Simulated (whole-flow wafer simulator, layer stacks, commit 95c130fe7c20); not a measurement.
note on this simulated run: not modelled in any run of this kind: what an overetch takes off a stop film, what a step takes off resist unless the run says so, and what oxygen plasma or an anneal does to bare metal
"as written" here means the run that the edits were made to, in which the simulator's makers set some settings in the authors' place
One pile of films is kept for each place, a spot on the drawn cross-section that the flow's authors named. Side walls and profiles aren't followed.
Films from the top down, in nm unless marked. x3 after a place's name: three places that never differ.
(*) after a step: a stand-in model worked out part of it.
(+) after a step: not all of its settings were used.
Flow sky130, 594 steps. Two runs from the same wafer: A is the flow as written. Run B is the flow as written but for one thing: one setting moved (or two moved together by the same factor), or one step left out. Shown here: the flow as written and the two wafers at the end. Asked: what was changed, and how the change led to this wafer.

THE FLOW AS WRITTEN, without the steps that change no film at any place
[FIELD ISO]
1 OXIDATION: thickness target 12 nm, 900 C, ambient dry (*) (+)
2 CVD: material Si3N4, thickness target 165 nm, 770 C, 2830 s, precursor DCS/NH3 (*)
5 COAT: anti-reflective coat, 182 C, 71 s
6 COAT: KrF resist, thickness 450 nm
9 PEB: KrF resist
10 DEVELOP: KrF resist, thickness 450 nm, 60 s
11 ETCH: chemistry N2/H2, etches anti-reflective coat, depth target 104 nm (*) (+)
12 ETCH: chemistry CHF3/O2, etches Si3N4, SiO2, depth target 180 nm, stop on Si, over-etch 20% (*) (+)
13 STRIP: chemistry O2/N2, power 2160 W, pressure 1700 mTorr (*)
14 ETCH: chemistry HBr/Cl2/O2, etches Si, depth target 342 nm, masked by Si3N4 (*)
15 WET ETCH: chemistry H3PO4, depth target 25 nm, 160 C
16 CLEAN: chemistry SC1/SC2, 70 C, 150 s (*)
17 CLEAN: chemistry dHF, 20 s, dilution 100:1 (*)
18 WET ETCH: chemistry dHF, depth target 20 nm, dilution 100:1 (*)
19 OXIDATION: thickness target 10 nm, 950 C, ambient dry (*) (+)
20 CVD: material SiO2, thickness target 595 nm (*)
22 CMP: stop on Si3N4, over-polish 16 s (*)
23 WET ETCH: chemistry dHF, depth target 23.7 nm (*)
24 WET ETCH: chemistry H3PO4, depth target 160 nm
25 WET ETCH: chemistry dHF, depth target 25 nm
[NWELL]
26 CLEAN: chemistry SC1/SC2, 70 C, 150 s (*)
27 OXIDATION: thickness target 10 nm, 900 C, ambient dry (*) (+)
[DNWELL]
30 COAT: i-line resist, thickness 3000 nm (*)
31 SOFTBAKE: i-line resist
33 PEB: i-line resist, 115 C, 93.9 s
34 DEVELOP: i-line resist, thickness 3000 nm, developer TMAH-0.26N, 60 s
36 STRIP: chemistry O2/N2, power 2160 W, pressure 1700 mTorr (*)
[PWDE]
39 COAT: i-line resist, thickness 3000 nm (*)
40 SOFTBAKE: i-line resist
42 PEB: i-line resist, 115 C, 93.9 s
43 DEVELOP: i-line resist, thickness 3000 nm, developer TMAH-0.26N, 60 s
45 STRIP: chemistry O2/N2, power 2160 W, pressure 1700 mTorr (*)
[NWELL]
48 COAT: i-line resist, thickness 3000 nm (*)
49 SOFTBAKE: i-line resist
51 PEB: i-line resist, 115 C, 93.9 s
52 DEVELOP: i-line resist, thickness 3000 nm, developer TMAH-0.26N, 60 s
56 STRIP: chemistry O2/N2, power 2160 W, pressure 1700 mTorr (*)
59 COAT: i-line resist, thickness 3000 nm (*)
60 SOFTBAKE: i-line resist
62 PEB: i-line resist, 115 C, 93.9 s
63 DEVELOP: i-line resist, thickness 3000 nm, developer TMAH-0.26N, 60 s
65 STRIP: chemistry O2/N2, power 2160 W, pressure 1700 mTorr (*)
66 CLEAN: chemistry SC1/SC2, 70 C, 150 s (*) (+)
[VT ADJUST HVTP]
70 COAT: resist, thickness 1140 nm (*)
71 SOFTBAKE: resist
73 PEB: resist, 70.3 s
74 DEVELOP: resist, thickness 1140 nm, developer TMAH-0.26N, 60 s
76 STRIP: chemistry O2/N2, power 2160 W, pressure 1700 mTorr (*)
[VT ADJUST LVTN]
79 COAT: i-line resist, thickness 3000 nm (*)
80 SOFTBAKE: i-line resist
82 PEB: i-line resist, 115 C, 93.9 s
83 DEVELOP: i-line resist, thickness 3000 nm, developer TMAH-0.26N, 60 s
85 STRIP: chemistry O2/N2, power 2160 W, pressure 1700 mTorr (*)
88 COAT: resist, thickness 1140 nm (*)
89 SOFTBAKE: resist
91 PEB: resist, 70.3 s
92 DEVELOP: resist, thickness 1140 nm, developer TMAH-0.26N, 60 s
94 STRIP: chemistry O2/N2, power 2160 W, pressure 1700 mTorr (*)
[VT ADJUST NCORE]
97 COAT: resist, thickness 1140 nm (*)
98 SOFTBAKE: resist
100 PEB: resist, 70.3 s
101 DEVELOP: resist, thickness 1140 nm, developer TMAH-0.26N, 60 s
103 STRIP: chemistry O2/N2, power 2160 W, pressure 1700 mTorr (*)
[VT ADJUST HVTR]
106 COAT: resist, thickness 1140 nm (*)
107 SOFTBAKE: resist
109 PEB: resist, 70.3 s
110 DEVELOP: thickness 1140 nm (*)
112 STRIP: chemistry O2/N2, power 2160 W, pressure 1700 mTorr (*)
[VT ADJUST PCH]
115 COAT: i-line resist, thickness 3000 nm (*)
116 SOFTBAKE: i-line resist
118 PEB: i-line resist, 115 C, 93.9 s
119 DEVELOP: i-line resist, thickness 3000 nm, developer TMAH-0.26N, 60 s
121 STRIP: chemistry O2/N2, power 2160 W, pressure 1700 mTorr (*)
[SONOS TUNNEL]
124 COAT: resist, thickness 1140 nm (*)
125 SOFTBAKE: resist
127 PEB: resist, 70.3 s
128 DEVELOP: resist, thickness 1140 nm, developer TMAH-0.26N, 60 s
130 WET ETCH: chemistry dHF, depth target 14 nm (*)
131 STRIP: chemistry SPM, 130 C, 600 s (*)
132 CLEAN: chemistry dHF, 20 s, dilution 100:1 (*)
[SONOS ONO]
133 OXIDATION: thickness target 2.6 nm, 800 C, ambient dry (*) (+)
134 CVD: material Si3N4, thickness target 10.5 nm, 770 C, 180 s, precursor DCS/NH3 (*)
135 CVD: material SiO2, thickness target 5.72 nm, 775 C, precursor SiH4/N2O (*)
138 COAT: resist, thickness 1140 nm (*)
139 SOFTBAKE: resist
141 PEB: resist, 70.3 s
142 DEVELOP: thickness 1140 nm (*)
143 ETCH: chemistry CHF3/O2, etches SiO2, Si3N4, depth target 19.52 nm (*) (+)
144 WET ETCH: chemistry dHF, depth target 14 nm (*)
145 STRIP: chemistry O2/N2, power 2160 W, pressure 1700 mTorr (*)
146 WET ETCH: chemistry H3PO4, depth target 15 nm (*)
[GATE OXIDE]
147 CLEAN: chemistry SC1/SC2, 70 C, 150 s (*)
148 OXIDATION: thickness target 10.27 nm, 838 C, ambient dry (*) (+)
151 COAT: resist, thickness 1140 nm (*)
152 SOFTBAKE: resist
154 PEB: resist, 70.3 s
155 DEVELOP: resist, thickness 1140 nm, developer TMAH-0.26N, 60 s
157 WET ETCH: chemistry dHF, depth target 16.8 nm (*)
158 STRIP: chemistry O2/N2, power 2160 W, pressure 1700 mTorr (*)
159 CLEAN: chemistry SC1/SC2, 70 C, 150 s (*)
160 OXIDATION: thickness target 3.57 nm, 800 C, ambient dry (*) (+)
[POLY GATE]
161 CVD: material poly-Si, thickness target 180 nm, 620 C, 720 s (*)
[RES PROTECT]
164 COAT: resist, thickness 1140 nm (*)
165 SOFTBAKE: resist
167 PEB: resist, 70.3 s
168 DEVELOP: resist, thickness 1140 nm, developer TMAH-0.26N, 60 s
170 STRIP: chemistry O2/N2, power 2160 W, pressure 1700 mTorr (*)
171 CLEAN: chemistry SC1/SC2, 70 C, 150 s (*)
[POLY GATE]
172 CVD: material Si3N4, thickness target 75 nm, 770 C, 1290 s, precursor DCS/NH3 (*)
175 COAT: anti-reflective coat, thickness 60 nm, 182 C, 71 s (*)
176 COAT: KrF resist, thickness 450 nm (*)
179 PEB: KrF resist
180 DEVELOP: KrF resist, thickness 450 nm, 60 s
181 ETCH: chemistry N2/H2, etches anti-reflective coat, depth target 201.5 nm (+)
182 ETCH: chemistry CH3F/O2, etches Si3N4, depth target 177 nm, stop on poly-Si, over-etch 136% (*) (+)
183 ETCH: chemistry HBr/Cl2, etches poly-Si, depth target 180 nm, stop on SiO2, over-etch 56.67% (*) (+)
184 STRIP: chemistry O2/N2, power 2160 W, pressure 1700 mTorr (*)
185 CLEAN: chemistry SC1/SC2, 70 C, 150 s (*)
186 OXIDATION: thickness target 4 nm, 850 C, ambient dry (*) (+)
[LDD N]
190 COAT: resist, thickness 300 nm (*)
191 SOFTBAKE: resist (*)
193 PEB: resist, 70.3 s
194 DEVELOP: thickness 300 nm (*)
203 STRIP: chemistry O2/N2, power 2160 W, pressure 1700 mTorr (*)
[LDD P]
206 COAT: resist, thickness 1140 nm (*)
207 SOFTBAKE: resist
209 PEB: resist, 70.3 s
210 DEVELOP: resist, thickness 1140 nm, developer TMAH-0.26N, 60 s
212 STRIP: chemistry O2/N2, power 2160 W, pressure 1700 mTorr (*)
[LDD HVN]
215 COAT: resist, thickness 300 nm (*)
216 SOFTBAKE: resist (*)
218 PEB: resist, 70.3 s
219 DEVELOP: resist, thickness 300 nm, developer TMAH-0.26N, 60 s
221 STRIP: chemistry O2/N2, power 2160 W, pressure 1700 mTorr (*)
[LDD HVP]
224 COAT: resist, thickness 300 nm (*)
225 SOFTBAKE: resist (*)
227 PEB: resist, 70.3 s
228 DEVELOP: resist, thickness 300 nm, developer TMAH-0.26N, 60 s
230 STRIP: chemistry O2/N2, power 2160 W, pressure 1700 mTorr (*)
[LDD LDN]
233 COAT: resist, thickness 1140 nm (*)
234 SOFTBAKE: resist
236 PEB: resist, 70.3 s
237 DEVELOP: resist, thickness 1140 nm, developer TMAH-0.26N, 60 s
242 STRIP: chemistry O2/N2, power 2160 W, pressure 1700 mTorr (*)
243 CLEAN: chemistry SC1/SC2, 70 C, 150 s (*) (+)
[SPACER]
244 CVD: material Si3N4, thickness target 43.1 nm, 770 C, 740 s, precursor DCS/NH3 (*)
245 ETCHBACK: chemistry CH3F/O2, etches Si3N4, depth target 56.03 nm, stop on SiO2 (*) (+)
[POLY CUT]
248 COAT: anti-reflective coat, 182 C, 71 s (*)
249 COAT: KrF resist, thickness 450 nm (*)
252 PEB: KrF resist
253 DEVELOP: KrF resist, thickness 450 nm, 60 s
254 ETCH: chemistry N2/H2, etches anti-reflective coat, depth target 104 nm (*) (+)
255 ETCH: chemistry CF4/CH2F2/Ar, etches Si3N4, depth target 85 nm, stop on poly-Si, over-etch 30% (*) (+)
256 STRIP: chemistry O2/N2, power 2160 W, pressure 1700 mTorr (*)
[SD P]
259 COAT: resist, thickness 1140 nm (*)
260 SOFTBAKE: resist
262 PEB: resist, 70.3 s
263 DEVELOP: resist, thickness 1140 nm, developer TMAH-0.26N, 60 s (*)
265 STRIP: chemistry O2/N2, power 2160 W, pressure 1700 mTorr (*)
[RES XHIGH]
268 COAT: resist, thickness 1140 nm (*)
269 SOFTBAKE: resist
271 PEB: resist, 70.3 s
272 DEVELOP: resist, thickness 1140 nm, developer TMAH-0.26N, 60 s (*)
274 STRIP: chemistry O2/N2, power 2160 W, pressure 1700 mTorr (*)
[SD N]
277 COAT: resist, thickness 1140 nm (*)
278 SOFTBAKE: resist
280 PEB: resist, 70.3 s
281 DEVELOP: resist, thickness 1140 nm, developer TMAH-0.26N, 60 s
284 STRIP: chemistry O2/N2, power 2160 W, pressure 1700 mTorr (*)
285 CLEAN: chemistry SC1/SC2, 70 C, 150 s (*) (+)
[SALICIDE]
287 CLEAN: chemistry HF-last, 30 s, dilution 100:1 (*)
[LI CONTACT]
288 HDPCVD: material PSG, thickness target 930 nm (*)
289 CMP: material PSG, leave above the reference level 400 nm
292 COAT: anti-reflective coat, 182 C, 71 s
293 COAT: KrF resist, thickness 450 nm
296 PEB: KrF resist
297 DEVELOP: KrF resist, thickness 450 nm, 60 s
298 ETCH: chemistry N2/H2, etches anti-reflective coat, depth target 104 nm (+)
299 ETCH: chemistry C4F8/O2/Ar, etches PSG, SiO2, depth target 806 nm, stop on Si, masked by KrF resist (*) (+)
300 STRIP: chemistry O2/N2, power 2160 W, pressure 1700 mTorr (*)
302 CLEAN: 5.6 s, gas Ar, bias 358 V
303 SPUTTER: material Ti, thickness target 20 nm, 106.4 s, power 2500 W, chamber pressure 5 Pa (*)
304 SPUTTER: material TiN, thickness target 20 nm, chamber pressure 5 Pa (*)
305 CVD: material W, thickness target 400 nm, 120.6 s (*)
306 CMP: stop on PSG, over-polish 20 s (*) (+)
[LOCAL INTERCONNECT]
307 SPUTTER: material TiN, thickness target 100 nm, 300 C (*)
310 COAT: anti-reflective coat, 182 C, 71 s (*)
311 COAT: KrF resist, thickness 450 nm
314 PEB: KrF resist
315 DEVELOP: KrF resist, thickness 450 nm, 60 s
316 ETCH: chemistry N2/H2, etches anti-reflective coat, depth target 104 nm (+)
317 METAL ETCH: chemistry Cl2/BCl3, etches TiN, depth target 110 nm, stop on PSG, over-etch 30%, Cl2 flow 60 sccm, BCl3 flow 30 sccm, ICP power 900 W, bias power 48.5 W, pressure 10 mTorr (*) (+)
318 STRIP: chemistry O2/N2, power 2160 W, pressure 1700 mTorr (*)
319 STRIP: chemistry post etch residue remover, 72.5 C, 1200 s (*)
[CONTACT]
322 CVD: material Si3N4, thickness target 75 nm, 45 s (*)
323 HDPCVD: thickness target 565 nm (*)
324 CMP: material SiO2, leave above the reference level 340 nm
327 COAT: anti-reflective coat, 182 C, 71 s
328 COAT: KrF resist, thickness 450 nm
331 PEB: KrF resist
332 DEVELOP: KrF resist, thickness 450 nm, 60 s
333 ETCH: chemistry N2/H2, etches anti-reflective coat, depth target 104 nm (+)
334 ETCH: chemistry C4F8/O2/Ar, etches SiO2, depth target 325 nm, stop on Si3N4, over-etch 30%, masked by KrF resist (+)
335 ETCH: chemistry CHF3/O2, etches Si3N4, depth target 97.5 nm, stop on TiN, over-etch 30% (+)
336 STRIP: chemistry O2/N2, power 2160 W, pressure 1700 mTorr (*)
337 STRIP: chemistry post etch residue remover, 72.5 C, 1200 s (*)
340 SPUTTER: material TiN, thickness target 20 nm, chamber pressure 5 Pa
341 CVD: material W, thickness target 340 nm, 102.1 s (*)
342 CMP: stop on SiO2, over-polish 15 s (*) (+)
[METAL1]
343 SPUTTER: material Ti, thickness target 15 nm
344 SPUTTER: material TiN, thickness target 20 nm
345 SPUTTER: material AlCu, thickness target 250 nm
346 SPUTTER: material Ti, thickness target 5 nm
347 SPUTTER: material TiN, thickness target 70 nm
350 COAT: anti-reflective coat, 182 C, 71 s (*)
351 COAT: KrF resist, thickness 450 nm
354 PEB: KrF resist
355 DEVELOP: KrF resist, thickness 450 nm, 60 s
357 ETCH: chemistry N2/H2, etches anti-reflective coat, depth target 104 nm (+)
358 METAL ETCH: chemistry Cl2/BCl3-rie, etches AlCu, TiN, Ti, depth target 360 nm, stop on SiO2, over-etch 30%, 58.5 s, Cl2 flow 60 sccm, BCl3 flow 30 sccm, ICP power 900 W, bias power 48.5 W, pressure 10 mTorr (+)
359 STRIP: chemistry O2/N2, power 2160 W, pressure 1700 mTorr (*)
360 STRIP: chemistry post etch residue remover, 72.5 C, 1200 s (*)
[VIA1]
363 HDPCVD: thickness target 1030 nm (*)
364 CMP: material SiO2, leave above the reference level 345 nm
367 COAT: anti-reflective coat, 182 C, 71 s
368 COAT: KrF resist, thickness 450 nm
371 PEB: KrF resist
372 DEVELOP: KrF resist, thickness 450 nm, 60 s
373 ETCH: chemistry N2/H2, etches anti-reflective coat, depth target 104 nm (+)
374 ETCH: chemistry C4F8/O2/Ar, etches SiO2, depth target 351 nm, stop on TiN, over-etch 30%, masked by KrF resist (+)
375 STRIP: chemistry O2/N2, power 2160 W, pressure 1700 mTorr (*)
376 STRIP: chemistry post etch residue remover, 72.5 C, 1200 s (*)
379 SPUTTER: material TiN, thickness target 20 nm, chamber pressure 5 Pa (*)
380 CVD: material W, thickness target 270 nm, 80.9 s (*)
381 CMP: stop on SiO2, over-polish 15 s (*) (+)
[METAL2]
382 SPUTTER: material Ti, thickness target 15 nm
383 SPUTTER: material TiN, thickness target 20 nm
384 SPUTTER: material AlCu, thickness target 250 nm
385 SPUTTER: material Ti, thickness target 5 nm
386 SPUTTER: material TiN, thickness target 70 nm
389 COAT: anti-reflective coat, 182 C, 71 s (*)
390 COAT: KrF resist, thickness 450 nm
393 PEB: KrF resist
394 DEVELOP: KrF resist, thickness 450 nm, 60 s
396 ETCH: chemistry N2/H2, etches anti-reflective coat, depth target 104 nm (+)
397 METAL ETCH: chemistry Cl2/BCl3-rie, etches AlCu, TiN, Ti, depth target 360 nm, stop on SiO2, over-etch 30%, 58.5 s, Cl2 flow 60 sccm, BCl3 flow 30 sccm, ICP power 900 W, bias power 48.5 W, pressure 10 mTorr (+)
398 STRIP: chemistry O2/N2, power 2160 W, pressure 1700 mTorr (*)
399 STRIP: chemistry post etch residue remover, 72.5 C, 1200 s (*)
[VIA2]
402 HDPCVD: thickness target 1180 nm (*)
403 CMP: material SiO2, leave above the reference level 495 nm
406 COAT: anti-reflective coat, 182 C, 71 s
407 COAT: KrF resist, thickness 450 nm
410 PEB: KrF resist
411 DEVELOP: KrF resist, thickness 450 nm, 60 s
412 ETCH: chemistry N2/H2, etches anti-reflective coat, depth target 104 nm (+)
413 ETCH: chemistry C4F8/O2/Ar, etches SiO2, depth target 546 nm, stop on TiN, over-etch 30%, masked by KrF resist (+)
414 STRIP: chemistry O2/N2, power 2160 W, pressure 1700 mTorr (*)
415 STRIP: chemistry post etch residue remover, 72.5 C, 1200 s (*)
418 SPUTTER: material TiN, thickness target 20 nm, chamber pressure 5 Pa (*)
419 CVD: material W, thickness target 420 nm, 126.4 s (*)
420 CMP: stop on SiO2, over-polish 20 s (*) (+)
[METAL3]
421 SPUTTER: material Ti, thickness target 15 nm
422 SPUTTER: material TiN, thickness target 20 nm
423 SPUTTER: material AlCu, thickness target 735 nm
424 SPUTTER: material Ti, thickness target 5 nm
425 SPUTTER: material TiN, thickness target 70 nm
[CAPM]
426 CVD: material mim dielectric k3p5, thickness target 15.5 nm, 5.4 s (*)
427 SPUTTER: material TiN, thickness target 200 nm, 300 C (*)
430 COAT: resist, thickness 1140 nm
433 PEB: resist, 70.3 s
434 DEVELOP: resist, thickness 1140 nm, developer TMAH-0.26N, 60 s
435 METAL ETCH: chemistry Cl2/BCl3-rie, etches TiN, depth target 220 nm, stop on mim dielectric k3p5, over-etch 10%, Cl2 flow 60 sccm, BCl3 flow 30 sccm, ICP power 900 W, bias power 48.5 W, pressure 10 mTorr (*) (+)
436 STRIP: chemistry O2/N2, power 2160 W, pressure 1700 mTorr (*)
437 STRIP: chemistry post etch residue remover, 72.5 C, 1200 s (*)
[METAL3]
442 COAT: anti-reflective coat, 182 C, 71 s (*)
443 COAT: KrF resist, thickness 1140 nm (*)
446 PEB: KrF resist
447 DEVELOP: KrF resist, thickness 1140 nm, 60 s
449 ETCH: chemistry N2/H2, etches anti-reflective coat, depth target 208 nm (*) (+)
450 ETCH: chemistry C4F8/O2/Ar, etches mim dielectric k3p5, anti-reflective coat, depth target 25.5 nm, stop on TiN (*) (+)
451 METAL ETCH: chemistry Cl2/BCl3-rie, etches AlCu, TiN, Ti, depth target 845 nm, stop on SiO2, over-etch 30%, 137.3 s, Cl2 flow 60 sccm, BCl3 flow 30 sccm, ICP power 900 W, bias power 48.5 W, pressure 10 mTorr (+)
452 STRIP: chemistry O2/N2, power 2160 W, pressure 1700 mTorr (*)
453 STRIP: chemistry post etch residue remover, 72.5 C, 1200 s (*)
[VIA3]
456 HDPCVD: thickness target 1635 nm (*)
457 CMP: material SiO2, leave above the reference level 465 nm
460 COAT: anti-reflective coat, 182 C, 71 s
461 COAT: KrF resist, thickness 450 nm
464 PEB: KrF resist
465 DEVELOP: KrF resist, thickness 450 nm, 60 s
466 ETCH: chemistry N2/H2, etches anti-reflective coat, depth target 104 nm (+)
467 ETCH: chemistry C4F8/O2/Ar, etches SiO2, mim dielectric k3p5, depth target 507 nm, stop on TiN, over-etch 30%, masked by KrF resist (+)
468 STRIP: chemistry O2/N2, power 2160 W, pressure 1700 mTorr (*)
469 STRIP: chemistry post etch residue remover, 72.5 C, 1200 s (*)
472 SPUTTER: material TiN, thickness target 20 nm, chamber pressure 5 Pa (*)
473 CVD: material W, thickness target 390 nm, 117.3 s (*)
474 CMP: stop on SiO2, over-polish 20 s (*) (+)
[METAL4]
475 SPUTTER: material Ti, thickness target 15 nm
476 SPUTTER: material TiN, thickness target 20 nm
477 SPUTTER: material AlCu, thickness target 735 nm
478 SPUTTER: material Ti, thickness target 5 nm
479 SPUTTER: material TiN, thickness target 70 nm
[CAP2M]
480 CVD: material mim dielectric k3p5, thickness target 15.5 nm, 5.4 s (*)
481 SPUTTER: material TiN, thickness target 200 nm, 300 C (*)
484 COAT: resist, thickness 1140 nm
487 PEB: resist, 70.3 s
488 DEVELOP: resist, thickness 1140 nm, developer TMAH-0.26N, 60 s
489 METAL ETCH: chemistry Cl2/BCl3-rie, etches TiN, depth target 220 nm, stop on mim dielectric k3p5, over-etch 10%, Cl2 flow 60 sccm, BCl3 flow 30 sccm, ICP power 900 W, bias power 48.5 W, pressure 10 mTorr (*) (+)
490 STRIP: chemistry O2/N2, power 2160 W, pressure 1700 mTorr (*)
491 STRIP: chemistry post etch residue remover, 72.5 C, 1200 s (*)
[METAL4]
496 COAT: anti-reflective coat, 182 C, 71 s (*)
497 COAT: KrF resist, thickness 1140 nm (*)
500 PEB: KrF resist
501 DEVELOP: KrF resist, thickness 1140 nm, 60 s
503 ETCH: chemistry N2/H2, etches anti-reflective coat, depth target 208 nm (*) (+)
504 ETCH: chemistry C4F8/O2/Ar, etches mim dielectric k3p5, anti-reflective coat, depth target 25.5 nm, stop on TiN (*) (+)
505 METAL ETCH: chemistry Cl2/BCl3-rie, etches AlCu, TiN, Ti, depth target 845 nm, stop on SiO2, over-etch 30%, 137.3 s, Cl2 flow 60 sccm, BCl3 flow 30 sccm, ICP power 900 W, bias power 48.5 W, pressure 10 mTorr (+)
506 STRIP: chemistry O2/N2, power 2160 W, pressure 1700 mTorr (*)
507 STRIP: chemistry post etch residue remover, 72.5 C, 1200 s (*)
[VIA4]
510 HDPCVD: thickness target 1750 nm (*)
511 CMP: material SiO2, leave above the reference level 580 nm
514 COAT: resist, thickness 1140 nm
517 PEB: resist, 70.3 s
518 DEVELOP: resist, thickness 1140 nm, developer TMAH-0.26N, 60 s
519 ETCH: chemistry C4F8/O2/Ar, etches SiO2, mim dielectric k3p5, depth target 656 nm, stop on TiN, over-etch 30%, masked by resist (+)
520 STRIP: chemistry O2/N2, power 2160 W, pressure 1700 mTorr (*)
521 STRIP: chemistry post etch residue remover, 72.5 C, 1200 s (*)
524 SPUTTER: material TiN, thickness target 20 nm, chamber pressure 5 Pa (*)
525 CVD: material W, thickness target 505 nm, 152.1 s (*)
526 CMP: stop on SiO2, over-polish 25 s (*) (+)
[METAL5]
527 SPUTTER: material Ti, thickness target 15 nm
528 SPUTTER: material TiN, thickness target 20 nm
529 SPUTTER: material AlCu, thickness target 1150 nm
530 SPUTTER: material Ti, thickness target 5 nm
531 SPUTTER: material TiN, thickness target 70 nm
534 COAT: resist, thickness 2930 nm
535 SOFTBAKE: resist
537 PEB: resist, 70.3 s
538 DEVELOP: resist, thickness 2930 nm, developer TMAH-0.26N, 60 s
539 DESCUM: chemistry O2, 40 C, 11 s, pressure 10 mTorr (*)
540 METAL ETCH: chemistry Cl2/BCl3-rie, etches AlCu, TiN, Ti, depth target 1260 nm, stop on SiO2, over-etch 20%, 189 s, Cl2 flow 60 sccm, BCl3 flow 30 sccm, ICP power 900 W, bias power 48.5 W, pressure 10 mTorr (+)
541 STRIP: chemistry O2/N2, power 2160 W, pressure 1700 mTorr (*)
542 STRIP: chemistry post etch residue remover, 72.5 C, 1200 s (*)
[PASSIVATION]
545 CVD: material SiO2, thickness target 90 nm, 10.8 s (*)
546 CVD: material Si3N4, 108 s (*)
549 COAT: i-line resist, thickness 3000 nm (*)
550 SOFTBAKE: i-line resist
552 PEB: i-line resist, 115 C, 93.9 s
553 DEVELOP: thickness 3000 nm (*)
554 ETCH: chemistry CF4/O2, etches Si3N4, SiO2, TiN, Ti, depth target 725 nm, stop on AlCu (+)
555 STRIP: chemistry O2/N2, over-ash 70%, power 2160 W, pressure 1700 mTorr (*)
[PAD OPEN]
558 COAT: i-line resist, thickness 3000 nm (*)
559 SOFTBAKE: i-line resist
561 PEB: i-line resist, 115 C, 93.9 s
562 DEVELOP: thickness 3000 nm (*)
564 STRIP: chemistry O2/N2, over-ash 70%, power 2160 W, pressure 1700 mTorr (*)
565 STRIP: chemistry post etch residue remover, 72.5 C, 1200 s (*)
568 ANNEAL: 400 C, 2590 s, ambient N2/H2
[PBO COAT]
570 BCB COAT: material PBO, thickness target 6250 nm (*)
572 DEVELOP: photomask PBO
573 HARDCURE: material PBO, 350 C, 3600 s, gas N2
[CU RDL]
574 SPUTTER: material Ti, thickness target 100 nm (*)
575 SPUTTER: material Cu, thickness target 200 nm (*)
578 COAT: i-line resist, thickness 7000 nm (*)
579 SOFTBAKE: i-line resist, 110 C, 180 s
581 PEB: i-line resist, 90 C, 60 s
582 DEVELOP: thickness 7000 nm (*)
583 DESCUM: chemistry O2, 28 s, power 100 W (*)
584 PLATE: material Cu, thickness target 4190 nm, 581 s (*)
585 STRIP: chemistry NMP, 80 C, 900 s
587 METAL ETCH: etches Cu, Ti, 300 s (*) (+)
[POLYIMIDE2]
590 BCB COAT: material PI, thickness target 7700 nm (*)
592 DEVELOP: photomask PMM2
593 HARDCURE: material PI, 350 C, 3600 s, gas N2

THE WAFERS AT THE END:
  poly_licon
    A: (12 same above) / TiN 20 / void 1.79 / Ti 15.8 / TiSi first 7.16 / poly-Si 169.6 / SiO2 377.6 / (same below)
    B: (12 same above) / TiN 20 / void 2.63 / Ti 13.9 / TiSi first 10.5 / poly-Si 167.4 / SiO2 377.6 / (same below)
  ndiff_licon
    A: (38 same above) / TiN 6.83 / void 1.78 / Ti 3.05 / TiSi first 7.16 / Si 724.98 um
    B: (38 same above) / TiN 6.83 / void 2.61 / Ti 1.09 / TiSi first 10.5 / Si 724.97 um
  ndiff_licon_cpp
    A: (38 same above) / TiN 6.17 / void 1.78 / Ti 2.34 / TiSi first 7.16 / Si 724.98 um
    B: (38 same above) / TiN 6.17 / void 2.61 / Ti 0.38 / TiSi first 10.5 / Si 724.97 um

The cause: step 568, ANNEAL: 420 C was run, where the flow has 400 C.

How the change led to this, step by step:
  568 ANNEAL: 400 C, 2590 s, ambient N2/H2
      poly_licon, rpo_hd_licon: A under 11 films: void +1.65 (new film), Ti -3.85, TiSi first +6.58 (new film), poly-Si -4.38 | B under 11 films: void +2.54 (new film), Ti -5.92, TiSi first +10.1 (new film), poly-Si -6.74
      ndiff_licon, ndiff_licon_cpp: A under 37 films: void +1.63 (new film), Ti -3.85, TiSi first +6.58 (new film), Si -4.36 | B under 37 films: void +2.51 (new film), Ti -5.92, TiSi first +10.1 (new film), Si -6.72
